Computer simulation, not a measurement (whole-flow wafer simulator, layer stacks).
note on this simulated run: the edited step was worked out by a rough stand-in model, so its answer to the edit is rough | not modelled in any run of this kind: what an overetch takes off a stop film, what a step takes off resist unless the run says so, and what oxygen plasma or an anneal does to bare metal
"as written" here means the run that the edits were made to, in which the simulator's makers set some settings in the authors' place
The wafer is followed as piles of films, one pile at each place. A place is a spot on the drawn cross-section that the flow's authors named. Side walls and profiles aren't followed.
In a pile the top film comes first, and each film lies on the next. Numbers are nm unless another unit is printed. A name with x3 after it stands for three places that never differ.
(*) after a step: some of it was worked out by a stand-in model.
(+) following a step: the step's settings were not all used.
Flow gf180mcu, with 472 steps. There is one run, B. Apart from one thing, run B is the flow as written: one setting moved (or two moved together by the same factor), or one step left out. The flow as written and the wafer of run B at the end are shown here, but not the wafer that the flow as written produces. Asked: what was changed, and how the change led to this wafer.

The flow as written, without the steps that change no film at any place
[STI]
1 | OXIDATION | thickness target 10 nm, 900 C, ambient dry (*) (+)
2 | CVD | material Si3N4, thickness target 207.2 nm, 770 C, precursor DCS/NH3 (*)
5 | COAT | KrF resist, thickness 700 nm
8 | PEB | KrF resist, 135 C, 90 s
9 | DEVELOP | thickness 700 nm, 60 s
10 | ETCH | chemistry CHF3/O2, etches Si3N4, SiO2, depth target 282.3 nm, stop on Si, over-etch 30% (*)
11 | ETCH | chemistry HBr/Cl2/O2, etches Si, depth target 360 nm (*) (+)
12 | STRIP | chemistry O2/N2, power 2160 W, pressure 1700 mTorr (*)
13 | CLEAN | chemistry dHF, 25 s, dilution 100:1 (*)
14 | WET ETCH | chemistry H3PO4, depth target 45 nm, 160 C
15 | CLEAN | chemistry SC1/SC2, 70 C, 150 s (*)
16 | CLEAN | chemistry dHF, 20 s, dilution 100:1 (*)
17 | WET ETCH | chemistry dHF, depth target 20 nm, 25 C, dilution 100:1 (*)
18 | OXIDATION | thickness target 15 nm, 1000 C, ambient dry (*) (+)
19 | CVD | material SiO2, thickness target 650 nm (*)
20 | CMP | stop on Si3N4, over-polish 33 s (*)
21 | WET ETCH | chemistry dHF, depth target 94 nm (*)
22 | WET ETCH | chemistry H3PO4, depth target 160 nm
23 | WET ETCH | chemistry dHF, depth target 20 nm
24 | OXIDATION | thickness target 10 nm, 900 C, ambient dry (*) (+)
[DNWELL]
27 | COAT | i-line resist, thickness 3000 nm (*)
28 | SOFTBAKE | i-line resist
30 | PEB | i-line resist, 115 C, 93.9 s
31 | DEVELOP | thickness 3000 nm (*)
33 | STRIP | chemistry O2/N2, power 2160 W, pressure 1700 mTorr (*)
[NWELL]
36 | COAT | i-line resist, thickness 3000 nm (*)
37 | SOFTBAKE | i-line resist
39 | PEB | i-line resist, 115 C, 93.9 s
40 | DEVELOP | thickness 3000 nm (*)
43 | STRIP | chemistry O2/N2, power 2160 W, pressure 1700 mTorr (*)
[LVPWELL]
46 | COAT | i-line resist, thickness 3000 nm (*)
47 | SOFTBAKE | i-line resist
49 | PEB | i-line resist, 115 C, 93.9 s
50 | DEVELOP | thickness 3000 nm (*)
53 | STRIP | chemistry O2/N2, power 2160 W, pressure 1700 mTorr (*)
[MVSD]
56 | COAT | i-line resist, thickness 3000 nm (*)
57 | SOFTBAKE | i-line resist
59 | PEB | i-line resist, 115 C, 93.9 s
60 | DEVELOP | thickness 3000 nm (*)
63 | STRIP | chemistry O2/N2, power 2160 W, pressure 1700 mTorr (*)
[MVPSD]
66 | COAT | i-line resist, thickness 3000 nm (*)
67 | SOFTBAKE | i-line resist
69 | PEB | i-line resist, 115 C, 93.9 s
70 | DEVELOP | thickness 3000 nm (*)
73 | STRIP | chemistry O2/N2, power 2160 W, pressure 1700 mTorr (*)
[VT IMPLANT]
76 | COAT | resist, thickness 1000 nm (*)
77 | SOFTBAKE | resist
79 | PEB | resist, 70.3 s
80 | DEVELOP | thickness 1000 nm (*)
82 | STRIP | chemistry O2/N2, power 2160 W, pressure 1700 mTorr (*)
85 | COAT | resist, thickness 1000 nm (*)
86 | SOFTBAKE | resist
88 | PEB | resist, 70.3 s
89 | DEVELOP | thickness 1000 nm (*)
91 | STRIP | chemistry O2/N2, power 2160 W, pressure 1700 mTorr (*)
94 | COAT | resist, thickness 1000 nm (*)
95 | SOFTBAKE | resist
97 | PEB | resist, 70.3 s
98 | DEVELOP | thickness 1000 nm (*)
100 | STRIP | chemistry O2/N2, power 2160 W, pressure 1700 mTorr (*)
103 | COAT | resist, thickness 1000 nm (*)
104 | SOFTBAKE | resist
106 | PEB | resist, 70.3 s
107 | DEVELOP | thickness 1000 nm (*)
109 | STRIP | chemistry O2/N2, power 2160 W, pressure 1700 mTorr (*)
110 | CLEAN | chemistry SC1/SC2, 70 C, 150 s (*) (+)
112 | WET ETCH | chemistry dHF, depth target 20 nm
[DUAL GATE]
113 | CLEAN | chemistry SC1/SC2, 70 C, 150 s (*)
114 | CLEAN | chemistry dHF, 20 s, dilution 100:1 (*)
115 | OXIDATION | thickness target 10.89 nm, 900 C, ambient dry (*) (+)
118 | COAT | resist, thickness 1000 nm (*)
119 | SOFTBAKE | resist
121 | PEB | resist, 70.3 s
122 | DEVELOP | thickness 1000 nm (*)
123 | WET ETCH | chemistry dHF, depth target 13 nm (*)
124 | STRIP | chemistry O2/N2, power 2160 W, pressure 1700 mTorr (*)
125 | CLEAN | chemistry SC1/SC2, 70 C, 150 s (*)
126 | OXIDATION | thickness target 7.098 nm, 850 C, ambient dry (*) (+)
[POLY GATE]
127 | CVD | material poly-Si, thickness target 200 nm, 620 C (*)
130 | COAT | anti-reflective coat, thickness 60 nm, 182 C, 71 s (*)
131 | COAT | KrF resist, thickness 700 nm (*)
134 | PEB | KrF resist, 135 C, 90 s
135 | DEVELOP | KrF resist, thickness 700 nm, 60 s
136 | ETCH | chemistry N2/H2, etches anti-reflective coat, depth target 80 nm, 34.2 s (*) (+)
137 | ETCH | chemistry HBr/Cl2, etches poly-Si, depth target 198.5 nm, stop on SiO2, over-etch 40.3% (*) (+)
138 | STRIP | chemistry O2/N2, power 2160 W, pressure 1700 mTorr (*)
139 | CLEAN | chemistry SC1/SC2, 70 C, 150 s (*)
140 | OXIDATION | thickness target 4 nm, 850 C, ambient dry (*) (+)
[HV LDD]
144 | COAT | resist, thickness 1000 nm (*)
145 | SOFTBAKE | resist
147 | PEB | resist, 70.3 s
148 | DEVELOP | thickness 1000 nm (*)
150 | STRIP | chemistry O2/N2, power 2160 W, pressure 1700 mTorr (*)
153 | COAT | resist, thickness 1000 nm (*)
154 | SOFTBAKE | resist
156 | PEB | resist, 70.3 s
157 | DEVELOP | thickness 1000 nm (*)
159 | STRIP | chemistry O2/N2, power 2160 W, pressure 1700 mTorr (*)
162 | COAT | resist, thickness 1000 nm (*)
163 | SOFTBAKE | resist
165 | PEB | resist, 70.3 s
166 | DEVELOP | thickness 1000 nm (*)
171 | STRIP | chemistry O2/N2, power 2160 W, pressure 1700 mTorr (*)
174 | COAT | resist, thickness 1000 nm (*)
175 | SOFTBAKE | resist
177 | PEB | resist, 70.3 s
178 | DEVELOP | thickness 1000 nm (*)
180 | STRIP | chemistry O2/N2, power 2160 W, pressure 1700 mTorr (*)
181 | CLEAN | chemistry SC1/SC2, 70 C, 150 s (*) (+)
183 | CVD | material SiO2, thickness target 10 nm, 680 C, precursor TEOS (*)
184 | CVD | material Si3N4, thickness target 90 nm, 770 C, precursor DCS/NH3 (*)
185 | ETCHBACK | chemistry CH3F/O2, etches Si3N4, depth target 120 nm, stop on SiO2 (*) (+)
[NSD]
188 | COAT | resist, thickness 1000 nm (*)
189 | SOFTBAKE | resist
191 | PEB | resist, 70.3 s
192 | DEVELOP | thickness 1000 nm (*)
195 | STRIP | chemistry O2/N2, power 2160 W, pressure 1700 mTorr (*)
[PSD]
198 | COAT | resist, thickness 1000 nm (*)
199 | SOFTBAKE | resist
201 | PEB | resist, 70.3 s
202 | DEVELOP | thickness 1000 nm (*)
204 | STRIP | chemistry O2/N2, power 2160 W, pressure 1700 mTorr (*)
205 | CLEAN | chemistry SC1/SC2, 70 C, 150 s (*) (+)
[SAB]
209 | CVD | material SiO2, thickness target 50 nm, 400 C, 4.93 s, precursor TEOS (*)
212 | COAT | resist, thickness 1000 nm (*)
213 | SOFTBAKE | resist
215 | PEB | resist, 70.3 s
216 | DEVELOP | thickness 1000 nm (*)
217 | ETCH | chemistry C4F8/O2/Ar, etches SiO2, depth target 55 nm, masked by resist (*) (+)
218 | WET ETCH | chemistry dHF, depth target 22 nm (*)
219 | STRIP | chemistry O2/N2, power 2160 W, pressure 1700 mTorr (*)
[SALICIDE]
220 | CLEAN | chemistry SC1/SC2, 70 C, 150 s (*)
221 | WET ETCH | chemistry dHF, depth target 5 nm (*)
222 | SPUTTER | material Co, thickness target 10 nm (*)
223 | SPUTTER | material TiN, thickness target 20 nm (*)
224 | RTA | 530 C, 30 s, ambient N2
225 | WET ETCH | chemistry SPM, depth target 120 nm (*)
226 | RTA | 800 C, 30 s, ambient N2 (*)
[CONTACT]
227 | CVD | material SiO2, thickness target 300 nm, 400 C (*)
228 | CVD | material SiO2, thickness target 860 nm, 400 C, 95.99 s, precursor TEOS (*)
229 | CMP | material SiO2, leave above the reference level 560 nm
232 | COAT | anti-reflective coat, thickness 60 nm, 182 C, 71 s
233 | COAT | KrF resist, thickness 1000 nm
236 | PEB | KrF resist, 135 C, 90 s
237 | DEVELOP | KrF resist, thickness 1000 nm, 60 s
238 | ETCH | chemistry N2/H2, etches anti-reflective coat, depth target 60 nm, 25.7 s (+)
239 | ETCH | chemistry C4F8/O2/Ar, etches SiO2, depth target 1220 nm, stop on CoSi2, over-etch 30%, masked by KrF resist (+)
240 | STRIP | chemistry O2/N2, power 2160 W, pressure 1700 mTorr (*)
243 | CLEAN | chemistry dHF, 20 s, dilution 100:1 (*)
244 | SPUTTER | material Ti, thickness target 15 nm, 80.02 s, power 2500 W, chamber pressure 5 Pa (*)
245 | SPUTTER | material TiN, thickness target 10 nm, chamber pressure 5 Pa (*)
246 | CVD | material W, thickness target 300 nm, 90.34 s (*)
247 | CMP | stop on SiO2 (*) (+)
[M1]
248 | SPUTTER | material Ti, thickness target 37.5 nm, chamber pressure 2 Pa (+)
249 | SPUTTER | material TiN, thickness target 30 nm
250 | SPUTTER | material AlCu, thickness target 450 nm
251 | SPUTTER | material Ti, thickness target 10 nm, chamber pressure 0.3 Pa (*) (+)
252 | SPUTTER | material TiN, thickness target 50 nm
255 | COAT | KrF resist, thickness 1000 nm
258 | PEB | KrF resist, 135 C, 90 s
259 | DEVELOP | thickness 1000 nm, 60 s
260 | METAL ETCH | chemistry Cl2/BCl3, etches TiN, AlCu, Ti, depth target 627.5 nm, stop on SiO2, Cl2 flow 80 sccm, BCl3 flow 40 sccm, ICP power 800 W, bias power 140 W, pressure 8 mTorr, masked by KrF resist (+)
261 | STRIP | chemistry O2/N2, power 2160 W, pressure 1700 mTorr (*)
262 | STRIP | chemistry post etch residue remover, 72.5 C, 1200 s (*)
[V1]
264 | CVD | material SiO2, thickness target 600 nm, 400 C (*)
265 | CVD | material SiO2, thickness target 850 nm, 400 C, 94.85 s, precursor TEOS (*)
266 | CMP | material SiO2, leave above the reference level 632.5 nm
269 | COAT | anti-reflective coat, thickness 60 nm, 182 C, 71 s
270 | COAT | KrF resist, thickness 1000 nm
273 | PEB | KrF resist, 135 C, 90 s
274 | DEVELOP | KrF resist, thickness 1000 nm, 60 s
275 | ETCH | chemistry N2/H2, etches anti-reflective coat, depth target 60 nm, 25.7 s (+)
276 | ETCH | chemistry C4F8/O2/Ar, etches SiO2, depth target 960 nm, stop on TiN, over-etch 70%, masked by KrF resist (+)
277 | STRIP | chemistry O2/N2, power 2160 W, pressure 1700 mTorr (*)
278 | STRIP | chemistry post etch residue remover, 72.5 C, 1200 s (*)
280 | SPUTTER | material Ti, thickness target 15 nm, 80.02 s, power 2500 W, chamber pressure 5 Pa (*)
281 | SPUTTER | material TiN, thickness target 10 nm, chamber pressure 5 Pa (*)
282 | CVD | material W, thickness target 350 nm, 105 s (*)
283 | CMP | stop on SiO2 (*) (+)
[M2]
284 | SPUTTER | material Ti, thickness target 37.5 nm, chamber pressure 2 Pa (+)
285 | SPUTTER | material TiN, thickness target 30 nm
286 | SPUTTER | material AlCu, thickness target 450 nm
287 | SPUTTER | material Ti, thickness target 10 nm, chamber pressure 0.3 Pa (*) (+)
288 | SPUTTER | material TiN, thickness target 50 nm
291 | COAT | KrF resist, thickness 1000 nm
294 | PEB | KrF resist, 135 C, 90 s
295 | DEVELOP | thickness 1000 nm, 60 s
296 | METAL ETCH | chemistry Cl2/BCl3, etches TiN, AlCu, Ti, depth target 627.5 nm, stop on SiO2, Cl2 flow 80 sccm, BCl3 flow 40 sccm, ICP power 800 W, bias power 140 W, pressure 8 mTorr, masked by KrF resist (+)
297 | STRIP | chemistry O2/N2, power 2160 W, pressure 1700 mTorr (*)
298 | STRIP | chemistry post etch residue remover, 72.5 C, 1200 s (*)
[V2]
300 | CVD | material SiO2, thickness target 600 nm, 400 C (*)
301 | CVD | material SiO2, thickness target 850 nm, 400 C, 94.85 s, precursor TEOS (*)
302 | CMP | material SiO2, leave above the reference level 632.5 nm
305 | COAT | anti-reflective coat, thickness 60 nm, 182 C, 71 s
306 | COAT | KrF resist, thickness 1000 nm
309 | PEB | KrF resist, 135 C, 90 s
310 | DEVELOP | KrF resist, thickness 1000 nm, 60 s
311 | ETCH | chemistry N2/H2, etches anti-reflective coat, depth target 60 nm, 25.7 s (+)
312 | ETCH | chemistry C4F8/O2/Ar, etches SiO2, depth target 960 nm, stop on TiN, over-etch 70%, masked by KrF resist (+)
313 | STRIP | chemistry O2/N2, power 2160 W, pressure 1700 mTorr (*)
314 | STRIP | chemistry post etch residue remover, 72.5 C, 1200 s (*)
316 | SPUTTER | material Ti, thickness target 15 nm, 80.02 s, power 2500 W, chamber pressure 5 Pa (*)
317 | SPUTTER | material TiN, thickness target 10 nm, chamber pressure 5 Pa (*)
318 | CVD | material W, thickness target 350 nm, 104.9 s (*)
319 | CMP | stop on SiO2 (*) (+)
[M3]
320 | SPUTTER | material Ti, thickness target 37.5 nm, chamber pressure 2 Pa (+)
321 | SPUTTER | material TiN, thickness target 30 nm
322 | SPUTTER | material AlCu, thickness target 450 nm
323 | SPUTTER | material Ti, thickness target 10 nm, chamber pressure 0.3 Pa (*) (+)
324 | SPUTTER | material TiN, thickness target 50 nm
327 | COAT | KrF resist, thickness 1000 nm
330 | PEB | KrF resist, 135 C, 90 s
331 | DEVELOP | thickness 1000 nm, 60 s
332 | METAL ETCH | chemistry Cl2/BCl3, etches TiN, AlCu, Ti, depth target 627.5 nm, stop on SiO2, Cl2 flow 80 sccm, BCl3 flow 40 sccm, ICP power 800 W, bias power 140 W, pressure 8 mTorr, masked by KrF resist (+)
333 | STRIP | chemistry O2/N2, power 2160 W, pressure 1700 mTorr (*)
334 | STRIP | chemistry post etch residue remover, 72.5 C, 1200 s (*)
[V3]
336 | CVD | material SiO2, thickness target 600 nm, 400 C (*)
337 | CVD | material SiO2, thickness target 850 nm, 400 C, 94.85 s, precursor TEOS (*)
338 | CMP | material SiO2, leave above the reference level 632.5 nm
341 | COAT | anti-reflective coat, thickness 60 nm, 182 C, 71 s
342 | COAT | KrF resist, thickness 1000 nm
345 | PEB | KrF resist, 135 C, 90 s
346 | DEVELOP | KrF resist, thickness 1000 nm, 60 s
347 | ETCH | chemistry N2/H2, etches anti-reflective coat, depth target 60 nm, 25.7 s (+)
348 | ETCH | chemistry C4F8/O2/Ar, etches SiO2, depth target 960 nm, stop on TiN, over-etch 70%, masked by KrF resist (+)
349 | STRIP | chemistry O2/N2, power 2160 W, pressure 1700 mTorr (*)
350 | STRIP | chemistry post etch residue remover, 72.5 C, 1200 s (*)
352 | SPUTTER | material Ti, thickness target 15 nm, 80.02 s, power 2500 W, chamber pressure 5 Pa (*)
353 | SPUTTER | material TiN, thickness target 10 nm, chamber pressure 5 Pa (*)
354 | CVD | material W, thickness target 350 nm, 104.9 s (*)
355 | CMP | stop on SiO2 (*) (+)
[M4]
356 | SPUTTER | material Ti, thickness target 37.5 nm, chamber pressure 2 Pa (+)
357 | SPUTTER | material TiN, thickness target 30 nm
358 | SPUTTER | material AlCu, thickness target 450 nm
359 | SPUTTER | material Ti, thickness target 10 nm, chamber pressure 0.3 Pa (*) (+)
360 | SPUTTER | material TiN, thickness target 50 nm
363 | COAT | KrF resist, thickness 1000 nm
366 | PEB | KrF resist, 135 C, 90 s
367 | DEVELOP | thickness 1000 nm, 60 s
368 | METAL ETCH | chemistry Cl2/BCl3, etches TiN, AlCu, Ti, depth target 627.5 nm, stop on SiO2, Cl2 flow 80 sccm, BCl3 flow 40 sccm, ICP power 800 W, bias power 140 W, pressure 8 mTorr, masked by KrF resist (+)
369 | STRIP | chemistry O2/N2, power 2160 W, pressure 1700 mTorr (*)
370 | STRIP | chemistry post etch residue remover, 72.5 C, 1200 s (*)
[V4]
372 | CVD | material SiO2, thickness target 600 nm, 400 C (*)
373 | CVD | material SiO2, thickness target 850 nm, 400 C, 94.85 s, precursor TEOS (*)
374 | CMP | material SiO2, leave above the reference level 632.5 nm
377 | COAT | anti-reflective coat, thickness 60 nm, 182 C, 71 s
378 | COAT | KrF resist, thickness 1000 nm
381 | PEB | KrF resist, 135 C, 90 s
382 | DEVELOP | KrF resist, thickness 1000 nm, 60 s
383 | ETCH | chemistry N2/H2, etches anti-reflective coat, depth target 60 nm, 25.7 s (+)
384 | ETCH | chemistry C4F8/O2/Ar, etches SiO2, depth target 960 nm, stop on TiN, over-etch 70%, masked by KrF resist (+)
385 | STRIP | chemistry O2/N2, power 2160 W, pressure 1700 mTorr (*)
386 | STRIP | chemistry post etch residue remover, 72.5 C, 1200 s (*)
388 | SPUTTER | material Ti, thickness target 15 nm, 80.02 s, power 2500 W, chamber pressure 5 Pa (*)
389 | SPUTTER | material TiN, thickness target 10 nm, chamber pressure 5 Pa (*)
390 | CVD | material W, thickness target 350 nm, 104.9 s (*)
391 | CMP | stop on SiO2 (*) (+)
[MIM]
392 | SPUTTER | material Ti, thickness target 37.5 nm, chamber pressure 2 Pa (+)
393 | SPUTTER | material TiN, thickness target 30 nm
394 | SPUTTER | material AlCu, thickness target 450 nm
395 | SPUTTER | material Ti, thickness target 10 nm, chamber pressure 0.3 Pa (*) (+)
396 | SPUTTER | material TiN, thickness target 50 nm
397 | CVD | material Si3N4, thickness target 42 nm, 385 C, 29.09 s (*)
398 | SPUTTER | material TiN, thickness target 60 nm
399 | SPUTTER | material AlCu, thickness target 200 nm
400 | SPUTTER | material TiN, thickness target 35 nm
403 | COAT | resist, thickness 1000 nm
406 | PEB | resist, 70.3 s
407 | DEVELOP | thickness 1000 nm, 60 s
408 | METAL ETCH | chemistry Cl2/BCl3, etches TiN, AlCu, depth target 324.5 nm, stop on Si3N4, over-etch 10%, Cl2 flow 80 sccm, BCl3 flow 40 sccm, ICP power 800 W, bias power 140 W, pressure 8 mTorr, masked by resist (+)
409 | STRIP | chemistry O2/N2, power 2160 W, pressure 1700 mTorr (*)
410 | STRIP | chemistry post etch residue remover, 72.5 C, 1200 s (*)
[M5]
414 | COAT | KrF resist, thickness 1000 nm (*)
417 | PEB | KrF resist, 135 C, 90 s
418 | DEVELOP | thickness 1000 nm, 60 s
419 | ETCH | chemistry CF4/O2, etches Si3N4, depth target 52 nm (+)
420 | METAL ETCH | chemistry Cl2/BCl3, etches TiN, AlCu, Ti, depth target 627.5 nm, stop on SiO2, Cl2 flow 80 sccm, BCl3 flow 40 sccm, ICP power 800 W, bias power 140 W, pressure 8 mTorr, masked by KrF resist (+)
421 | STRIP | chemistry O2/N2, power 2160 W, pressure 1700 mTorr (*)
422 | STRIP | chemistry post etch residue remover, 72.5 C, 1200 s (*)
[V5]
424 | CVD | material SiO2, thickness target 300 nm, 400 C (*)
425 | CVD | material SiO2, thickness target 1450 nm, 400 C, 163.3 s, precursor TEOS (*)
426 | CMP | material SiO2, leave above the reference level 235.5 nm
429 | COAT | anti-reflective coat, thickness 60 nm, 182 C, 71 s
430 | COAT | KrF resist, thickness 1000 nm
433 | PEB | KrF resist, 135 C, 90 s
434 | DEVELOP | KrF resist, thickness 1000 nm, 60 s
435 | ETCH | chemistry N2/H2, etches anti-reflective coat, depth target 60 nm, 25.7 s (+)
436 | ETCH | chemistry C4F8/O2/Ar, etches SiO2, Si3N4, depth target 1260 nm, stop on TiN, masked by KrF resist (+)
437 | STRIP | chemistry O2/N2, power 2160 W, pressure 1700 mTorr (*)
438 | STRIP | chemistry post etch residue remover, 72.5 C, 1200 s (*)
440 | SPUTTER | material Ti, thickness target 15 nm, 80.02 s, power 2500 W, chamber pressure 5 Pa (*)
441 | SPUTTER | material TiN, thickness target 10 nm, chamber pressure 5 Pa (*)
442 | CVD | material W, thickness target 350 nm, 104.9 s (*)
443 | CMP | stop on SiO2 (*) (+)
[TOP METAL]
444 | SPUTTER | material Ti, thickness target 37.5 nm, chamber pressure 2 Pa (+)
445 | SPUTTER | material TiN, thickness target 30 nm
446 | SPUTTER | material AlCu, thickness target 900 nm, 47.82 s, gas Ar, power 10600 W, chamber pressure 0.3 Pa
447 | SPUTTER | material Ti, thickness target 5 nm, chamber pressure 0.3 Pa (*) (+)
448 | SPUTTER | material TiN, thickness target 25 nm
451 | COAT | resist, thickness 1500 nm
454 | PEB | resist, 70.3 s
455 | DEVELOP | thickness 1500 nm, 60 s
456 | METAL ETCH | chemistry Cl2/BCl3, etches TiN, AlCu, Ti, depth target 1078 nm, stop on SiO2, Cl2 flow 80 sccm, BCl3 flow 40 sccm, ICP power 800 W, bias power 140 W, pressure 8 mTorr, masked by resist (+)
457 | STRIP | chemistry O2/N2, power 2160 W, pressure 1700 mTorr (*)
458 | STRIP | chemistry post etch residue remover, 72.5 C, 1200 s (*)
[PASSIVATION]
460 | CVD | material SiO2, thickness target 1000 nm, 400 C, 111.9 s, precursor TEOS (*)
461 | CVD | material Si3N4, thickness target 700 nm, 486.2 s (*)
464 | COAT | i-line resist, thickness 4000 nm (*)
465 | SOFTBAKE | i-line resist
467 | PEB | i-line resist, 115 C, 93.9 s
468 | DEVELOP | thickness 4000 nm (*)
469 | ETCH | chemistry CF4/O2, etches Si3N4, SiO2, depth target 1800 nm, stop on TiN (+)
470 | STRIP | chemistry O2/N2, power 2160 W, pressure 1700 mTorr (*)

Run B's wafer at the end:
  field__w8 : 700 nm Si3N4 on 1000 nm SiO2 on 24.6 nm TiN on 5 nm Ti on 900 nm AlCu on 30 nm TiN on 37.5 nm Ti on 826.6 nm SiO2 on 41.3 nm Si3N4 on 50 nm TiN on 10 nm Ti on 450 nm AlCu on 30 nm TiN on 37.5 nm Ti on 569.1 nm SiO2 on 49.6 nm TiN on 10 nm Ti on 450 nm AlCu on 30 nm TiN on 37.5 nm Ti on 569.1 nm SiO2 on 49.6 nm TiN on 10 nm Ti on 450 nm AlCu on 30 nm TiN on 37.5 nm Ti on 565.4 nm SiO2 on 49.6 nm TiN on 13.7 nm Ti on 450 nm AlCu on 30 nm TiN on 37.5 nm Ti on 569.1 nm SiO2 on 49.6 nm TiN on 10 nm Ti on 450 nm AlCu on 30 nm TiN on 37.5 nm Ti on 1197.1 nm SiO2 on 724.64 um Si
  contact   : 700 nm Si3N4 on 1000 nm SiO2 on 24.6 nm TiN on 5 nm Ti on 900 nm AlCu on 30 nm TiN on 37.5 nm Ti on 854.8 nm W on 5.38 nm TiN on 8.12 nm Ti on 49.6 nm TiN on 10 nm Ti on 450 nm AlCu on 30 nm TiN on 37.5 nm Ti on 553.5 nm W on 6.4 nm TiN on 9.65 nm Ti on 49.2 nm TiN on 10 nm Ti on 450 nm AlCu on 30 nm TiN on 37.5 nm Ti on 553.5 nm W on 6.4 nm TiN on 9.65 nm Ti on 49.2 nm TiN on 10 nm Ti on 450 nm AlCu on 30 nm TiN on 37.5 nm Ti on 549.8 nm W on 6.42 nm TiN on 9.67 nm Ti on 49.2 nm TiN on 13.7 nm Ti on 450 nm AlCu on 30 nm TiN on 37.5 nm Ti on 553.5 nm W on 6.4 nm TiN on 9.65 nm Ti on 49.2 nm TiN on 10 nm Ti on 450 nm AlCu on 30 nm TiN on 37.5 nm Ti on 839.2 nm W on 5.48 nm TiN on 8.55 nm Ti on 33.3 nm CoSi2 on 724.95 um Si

The reason: step 287, SPUTTER: thickness target 13.7 nm was run, while the flow as written has thickness target 10 nm.
One can read it off the wafer: field__w8 has Ti 13.7, and step 287 as written asks for 10 nm.

The path from the change to this, step by step:
  287 | SPUTTER | material Ti, thickness target 10 nm, chamber pressure 0.3 Pa (*) (+)
      field, field__w1, field__w2 and 108 more: +13.7 Ti (new film) (as written it would have been: +10 Ti (new film))
  296 | METAL ETCH | chemistry Cl2/BCl3, etches TiN, AlCu, Ti, depth target 627.5 nm, stop on SiO2, Cl2 flow 80 sccm, BCl3 flow 40 sccm, ICP power 800 W, bias power 140 W, pressure 8 mTorr, masked by KrF resist (+)
      field, field__w1, field__w2 and 103 more: -50 TiN (all of it), -13.7 Ti (all of it), -450 AlCu (all of it), -30 TiN (all of it), -37.5 Ti (all of it) (as written it would have been: -50 TiN (all of it), -10 Ti (all of it), -450 AlCu (all of it), -30 TiN (all of it), -37.5 Ti (all of it))
